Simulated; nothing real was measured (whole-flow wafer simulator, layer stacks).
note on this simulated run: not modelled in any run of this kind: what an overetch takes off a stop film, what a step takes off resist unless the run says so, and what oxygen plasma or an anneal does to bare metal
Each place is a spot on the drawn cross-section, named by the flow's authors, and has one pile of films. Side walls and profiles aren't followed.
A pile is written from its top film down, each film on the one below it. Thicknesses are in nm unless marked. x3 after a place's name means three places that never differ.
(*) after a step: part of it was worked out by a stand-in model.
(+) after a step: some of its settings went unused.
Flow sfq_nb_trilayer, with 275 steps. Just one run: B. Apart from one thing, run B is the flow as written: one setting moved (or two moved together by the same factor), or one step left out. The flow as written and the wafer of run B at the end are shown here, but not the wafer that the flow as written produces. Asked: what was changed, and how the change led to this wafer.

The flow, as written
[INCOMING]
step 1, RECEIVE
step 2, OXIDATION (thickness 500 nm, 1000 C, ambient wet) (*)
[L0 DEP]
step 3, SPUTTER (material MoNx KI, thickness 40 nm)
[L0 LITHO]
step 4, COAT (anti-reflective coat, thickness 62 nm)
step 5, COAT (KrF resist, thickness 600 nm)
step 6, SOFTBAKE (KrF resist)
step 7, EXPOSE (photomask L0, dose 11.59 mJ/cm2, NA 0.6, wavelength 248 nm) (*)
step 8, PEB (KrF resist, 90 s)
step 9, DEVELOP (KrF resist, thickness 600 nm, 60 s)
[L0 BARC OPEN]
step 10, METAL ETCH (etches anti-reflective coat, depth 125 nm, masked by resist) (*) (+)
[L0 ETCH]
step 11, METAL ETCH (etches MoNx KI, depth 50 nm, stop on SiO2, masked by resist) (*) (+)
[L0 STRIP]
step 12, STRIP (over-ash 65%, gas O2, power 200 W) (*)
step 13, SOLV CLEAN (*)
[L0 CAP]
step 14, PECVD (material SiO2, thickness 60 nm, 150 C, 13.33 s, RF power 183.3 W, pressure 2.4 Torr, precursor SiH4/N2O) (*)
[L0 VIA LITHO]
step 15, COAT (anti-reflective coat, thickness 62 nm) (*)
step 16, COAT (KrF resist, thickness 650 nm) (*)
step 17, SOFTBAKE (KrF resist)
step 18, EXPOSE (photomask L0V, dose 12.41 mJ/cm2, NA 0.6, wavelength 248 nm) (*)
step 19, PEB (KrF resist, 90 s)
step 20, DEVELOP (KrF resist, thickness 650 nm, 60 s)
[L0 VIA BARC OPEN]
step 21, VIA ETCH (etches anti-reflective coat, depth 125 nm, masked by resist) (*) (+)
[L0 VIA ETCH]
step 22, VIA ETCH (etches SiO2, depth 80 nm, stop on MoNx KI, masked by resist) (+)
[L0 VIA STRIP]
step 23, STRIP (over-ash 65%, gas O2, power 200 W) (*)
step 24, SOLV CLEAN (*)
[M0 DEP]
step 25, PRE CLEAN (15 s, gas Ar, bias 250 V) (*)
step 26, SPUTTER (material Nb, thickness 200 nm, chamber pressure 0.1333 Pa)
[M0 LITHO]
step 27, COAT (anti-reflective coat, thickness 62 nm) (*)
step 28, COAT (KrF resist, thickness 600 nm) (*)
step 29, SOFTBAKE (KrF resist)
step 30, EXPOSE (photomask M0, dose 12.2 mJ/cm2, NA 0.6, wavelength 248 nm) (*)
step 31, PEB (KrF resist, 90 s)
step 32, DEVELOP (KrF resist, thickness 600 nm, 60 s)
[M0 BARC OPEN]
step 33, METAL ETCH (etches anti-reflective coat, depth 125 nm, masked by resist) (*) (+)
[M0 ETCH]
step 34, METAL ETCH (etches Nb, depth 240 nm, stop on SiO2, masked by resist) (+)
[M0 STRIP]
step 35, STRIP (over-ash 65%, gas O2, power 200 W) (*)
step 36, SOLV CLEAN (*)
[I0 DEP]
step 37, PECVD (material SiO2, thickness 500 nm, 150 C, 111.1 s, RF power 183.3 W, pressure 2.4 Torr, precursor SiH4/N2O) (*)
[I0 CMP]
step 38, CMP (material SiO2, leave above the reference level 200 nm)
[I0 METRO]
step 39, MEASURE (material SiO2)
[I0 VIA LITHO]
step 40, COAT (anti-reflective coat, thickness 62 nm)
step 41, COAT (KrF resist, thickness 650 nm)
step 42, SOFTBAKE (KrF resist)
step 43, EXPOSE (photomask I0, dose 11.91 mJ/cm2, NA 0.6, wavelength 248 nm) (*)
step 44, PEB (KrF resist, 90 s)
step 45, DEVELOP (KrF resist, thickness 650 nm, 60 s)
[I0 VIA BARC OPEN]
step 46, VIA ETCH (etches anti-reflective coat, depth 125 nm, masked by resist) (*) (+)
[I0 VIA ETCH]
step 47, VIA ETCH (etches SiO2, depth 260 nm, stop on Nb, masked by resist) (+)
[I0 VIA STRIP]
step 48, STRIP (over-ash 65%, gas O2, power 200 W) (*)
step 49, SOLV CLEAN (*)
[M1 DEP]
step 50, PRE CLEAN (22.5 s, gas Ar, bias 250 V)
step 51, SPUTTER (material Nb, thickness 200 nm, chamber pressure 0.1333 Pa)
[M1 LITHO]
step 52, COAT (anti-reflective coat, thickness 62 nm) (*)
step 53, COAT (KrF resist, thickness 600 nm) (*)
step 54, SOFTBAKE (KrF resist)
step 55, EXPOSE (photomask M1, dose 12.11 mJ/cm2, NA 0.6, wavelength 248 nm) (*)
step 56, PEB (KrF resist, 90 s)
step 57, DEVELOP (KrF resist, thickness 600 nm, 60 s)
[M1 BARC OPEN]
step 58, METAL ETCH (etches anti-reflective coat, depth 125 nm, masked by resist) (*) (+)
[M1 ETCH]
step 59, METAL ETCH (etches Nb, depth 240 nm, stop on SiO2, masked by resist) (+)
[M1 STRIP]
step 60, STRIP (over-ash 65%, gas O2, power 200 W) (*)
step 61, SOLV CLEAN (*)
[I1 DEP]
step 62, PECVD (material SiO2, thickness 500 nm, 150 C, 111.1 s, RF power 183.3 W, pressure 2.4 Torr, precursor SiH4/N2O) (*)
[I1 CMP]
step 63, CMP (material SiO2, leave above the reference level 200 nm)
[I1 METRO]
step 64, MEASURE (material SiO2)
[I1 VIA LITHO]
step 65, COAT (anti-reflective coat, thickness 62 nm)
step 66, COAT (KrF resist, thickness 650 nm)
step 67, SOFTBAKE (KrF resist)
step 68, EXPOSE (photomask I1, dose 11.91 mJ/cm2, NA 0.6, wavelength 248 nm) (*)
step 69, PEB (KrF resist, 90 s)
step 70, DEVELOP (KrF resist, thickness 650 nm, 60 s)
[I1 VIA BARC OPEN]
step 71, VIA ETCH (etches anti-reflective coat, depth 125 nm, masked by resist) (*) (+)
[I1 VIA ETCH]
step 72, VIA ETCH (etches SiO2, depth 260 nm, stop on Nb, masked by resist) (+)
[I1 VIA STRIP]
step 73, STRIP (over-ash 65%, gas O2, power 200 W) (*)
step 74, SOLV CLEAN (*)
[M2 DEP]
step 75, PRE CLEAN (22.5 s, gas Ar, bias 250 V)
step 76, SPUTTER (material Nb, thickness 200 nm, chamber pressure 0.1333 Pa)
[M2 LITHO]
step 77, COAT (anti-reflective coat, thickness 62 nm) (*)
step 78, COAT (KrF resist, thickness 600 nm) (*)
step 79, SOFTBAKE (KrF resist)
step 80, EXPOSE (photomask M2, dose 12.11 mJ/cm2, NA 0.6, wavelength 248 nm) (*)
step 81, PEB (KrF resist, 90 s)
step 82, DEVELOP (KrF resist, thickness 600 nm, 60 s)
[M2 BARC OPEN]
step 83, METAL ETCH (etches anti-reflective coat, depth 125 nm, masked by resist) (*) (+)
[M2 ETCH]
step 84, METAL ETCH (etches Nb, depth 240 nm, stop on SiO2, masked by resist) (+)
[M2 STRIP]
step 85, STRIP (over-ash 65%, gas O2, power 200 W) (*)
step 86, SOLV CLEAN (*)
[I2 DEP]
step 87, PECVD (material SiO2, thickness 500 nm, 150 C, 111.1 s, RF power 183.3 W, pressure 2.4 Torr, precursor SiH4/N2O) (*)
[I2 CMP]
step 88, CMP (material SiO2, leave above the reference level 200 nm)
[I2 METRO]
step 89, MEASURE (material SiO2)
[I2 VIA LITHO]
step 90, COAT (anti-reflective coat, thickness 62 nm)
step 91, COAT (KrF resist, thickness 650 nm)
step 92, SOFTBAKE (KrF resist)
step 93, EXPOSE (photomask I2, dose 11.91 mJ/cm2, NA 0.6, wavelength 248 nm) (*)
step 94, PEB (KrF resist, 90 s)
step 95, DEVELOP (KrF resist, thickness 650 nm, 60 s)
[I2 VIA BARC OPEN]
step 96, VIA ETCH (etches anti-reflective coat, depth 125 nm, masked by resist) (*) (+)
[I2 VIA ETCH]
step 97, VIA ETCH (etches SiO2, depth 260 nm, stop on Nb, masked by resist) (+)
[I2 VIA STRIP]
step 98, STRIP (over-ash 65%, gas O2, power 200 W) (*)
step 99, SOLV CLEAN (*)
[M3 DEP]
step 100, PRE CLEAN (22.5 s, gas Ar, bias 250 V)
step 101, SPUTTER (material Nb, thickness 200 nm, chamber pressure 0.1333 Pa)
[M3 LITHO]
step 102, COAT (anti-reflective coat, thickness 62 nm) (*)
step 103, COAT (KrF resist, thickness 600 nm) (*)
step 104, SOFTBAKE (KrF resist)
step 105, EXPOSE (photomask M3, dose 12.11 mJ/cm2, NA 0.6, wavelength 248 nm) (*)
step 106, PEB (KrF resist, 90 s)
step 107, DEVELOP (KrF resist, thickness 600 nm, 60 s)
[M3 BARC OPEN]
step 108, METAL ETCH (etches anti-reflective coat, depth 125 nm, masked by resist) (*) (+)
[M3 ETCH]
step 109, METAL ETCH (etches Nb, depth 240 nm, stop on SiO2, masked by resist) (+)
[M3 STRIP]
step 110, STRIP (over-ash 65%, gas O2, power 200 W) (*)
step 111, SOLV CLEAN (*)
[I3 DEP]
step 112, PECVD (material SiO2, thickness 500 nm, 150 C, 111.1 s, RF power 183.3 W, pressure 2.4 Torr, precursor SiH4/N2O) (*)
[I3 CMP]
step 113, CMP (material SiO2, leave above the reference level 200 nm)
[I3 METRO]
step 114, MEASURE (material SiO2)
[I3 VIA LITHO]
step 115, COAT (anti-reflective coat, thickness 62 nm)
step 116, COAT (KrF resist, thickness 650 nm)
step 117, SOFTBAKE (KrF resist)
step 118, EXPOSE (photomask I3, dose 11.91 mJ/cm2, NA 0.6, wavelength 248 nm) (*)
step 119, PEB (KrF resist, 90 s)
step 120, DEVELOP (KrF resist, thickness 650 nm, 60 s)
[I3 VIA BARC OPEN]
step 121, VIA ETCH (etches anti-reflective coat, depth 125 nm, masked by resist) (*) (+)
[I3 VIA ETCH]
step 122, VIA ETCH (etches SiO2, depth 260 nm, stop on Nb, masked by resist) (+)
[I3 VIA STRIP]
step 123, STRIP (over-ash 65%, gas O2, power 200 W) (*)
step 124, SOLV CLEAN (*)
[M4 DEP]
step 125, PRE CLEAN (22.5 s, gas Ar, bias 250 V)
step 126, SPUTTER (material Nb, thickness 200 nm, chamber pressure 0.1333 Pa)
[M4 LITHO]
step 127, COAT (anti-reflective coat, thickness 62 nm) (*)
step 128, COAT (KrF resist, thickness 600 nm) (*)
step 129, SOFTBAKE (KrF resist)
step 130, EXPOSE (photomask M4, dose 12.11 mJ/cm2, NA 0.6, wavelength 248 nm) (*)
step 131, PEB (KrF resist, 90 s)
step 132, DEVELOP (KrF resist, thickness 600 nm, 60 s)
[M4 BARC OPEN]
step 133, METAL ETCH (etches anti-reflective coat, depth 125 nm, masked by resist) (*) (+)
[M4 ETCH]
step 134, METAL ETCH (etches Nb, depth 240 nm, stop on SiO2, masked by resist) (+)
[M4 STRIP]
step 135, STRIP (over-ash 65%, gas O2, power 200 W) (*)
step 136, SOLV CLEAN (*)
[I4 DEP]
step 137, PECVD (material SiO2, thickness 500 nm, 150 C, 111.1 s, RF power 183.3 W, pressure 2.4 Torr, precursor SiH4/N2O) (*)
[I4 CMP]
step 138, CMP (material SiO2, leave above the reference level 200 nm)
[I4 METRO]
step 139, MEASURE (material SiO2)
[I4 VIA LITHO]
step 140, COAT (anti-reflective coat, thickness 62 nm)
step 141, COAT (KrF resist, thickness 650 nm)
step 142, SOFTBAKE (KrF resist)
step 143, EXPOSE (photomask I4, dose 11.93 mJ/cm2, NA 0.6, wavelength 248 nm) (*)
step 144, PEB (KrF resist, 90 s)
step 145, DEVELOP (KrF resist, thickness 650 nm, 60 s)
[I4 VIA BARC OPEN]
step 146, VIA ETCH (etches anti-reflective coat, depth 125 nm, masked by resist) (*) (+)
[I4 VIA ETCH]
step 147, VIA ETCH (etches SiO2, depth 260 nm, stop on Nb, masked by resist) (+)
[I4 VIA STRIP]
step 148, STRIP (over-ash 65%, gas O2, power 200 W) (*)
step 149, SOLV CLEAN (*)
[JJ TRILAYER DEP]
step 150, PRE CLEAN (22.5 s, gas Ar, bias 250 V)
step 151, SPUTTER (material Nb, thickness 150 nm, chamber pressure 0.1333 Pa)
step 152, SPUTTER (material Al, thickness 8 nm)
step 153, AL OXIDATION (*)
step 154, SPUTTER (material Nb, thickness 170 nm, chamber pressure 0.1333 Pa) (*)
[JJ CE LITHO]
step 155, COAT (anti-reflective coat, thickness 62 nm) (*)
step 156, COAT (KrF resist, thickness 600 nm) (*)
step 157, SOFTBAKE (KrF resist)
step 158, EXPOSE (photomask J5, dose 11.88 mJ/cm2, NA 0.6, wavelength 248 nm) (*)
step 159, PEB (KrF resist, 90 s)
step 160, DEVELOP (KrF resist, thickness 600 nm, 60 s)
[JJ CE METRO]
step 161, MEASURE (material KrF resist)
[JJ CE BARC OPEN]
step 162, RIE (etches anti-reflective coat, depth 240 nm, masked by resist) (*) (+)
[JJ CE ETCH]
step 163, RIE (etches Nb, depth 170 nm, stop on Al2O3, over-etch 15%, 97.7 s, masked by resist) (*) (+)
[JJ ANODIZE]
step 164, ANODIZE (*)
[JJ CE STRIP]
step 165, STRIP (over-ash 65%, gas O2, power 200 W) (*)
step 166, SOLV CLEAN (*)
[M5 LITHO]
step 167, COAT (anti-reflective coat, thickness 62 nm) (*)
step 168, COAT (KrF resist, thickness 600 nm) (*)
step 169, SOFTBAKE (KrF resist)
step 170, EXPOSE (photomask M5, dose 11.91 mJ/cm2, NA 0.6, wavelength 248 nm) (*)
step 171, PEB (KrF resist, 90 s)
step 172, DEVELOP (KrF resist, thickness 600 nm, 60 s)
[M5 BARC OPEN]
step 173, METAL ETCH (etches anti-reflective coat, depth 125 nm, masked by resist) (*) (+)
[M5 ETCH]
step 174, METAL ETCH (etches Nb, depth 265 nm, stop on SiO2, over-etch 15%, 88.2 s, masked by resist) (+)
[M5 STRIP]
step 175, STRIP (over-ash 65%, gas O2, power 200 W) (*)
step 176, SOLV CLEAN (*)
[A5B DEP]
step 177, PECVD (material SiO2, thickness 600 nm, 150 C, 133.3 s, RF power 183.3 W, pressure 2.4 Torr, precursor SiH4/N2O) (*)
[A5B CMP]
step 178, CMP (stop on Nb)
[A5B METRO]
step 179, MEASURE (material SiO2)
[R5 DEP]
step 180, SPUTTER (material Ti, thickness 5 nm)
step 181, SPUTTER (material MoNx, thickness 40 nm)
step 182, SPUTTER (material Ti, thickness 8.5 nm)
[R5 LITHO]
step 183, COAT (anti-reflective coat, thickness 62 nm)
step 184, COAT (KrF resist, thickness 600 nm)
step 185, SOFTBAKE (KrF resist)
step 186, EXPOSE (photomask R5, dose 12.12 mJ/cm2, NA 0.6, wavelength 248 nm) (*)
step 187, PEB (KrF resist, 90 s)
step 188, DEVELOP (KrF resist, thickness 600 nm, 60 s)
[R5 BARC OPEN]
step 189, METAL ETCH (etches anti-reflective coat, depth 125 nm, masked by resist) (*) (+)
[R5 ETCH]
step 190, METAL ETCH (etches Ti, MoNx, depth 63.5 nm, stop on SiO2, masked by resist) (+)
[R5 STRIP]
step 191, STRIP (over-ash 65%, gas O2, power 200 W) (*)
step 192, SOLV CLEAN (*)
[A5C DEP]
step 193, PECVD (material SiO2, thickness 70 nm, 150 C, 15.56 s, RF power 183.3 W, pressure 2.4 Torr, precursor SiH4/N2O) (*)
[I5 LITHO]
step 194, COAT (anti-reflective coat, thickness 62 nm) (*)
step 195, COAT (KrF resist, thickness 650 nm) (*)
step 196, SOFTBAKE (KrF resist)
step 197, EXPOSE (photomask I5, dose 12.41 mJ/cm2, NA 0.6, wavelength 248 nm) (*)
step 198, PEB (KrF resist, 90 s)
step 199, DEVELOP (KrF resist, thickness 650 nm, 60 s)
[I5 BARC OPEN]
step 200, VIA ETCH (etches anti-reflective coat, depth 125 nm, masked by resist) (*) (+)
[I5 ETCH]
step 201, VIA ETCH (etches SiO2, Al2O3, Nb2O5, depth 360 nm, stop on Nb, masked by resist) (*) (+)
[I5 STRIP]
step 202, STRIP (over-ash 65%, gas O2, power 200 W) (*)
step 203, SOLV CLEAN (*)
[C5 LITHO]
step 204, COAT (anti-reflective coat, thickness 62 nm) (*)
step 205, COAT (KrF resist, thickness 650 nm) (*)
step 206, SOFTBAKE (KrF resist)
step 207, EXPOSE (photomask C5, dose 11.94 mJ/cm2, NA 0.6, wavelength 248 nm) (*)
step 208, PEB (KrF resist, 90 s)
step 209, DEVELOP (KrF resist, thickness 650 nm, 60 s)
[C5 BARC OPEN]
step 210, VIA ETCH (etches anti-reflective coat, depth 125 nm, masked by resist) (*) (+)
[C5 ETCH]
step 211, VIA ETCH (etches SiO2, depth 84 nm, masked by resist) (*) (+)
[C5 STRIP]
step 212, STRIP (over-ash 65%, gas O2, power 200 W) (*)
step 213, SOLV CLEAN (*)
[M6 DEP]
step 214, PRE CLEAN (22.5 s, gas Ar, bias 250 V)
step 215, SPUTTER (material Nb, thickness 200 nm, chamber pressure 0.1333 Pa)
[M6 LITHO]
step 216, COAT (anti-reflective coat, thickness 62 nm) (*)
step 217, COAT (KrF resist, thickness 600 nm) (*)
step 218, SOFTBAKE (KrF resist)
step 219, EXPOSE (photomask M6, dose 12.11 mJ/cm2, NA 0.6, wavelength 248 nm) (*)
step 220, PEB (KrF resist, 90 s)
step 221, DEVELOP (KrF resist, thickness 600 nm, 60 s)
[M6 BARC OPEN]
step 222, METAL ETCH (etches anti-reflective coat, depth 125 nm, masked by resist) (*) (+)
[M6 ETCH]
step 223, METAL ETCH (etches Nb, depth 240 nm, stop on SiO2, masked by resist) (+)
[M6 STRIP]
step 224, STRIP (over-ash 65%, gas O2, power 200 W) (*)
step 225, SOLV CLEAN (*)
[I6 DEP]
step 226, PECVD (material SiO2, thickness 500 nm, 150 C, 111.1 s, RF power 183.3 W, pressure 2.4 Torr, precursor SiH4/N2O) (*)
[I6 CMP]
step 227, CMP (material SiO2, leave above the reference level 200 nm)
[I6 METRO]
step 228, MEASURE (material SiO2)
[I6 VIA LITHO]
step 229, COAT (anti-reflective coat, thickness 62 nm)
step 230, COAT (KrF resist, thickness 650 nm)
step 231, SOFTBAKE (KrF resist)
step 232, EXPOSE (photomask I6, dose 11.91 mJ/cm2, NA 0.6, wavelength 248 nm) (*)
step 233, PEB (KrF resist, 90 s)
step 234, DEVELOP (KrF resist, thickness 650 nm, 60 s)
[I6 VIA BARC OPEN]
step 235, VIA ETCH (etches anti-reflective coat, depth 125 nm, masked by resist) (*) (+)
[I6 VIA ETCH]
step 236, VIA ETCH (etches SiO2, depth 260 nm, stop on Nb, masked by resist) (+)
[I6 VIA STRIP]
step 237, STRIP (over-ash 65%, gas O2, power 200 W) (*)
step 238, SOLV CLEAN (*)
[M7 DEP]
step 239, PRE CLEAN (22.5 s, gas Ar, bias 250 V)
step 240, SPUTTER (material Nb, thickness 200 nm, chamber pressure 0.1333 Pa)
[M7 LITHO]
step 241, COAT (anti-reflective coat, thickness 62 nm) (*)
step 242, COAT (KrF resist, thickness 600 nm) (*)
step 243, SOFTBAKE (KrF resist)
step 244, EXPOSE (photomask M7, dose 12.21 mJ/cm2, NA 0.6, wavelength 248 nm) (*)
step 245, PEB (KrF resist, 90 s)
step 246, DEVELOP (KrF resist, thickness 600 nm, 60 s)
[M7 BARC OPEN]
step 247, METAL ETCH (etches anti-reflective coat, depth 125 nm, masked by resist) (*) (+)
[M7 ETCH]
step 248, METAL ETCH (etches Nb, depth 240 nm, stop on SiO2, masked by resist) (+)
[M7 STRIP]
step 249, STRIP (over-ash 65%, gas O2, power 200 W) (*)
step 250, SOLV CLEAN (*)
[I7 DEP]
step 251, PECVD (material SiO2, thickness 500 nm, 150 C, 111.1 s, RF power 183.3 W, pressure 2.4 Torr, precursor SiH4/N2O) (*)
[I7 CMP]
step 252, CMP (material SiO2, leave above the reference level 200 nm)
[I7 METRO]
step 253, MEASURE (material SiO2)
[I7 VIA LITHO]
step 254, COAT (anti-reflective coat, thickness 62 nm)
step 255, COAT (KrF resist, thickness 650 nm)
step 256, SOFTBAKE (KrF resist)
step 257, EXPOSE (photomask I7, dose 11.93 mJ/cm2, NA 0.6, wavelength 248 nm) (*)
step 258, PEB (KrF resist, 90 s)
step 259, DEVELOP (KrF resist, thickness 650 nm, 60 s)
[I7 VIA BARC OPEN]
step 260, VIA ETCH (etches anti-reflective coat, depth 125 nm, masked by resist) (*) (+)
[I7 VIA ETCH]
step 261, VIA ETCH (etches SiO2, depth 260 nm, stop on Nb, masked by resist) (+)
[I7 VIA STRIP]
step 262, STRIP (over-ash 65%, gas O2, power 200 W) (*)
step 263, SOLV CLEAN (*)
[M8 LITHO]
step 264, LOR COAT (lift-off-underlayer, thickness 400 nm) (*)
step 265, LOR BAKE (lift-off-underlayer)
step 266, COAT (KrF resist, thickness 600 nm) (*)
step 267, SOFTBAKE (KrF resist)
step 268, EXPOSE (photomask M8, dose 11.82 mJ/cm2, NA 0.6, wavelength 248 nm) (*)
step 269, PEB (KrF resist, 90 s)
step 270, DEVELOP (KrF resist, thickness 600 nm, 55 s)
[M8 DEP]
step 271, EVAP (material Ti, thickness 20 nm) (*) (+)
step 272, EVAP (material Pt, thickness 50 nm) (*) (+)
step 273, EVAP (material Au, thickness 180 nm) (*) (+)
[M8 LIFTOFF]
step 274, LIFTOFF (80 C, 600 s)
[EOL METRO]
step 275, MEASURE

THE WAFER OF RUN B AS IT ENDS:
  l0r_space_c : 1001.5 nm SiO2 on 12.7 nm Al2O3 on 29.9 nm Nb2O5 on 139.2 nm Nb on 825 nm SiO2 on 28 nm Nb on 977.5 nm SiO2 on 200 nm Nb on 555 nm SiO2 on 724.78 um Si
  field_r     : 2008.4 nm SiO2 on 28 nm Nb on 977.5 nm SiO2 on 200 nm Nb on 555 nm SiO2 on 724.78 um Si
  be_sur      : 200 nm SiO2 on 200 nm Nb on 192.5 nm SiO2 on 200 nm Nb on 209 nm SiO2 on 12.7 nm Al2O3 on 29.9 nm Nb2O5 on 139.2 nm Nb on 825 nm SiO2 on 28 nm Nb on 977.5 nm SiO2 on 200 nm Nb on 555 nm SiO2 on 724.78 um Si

Cause: step 101, SPUTTER: thickness 268 nm was run, though the flow has thickness 200 nm.

How this came from the change, step by step:
  step 101, SPUTTER (material Nb, thickness 200 nm, chamber pressure 0.1333 Pa)
      field_l, v_sur, via_wl and 102 more: +268 Nb (new film) (it would be, as written: +200 Nb (new film))
      via_w: +222.7 Nb (it would be, as written: +165.5 Nb)
  step 102, COAT (anti-reflective coat, thickness 62 nm) (*)
      via_wl, via_wr: +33 anti-reflective coat (new film) (it would be, as written: +34.2 anti-reflective coat (new film))
  step 109, METAL ETCH (etches Nb, depth 240 nm, stop on SiO2, masked by resist) (+)
      field_l, be, be_sur and 72 more: -240 Nb (it would be, as written: -200 Nb (all of it))
  step 110, STRIP (over-ash 65%, gas O2, power 200 W) (*)
      via_wl, via_wr: -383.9 KrF resist (all of it), -33 anti-reflective coat (all of it) (it would be, as written: -384.2 KrF resist (all of it), -34.2 anti-reflective coat (all of it))
  step 112, PECVD (material SiO2, thickness 500 nm, 150 C, 111.1 s, RF power 183.3 W, pressure 2.4 Torr, precursor SiH4/N2O) (*)
      field_l, be, be_sur and 64 more: +500 SiO2 (new film) (it would be, as written: +500 SiO2)
      p4_g1, p4_g2, p3_s0, p3_s1, p3_s2, p3_s3, p3_s4, p3_s5: +597.1 SiO2 (new film) (it would be, as written: +557.1 SiO2)
      (also at 1 further place)
  step 113, CMP (material SiO2, leave above the reference level 200 nm)
      field_l, be, be_sur and 64 more: -60 SiO2 (it would be, as written: -100 SiO2)
      via_w: -157.1 SiO2 (it would be, as written: -181.6 SiO2)
If metal films that touch count as one body, l0r_space_c has 3 bodies (between them, from the top down: SiO2 825; SiO2 977.5); the flow as written gives 2 bodies (between them, from the top down: SiO2 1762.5).
If metal films that touch count as one body, field_r has 2 bodies (between them, from the top down: SiO2 977.5); the flow as written gives 1 body.
If metal films that touch count as one body, be_sur has 5 bodies (between them, from the top down: SiO2 192.5; SiO2 209 / Al2O3 12.7 / Nb2O5 29.9; SiO2 825; SiO2 977.5); the flow as written gives 4 bodies (between them, from the top down: SiO2 192.5; SiO2 209 / Al2O3 12.7 / Nb2O5 29.9; SiO2 1762.5).
